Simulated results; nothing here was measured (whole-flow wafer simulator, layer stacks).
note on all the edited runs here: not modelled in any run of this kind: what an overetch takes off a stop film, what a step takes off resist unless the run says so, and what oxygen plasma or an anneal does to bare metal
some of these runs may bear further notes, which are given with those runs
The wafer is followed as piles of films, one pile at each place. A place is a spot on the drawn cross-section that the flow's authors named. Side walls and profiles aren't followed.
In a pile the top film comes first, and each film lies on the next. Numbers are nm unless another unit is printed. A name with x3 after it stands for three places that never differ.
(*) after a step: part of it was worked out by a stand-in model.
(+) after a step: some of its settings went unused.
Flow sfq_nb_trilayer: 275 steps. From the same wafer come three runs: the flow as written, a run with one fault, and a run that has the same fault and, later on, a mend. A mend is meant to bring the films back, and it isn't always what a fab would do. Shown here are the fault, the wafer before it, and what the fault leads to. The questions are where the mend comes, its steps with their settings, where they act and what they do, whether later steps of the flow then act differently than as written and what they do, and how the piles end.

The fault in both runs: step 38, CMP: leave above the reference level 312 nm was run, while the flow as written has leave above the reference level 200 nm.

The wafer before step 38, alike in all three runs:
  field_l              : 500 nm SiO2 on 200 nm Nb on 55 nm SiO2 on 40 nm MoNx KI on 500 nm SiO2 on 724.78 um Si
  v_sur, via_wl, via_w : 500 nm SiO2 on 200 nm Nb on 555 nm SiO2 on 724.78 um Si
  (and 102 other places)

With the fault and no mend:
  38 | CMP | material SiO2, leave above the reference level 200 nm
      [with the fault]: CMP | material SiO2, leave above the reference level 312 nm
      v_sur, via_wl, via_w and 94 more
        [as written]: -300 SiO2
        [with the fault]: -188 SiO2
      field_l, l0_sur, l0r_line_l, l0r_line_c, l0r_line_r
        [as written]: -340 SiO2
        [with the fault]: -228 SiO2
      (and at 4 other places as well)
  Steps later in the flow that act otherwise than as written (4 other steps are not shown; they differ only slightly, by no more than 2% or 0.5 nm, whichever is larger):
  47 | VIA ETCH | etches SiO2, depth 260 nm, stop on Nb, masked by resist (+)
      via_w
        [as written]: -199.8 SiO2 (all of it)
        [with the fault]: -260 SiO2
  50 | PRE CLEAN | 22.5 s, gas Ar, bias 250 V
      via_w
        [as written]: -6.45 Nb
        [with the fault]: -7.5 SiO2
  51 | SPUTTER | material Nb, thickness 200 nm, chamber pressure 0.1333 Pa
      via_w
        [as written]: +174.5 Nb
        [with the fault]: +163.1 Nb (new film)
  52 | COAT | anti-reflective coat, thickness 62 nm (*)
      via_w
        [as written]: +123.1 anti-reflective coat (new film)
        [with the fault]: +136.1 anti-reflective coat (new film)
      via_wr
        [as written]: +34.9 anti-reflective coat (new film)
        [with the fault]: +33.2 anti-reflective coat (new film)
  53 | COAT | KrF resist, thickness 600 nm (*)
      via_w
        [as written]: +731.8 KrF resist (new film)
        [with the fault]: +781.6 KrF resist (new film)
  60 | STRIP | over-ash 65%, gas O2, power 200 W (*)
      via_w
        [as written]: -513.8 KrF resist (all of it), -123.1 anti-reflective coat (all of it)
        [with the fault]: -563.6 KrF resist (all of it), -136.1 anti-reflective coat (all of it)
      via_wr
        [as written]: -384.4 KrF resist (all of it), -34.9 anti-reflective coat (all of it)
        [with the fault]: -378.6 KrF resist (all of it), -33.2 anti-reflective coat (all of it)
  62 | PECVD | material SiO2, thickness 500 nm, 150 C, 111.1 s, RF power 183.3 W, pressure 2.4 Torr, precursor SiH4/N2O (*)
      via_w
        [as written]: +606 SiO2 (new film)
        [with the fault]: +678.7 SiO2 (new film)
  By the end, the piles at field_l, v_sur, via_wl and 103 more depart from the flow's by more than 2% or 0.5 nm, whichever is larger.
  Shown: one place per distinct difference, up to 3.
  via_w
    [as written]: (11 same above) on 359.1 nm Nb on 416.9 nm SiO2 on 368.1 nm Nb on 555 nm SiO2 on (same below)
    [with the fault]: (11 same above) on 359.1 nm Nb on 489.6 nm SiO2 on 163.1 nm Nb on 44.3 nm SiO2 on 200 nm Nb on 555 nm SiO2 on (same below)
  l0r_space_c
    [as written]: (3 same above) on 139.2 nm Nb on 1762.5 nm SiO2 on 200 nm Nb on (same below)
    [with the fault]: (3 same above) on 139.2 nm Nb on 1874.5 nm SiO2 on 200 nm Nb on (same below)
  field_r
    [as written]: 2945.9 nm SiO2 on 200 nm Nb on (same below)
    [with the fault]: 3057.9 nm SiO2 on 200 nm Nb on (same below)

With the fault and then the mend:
  The mend stands after step 45.
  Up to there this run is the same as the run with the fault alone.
  45a | STRIP | over-ash 65%, gas O2, power 200 W (*)
      field_l, v_sur, via_wl and 102 more
        -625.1 KrF resist (all of it), -62 anti-reflective coat (all of it)
      via_w
        -62 anti-reflective coat (all of it)
  45b | CMP | material SiO2, leave above the reference level 200 nm (the flow's step 38, run once more)
      field_l, v_sur, via_wl and 103 more
        -112 SiO2
  45c | COAT | anti-reflective coat, thickness 62 nm (the flow's step 40, run once more)
      field_l, v_sur, via_wl and 103 more
        +62 anti-reflective coat (new film)
  45d | COAT | KrF resist, thickness 650 nm (the flow's step 41, run once more)
      field_l, v_sur, via_wl and 103 more
        +650 KrF resist (new film)
  45e | SOFTBAKE | KrF resist (the flow's step 42, run once more)
      does not change any film at any place that is followed
  45f | EXPOSE | photomask I0, dose 11.91 mJ/cm2, NA 0.6, wavelength 248 nm (*) (the flow's step 43, run once more)
      does not change any film at any place that is followed
  45g | PEB | KrF resist, 90 s (the flow's step 44, run once more)
      field_l, v_sur, via_wl and 103 more
        -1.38 KrF resist
  45h | DEVELOP | KrF resist, thickness 650 nm, 60 s (the flow's step 45, run once more)
      field_l, v_sur, via_wl and 102 more
        -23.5 KrF resist
      via_w
        -648.6 KrF resist (all of it)
  Every later step of the flow that is run acts as written at every place that is followed.
  By the end, the piles equal the flow's at every place that both follow.
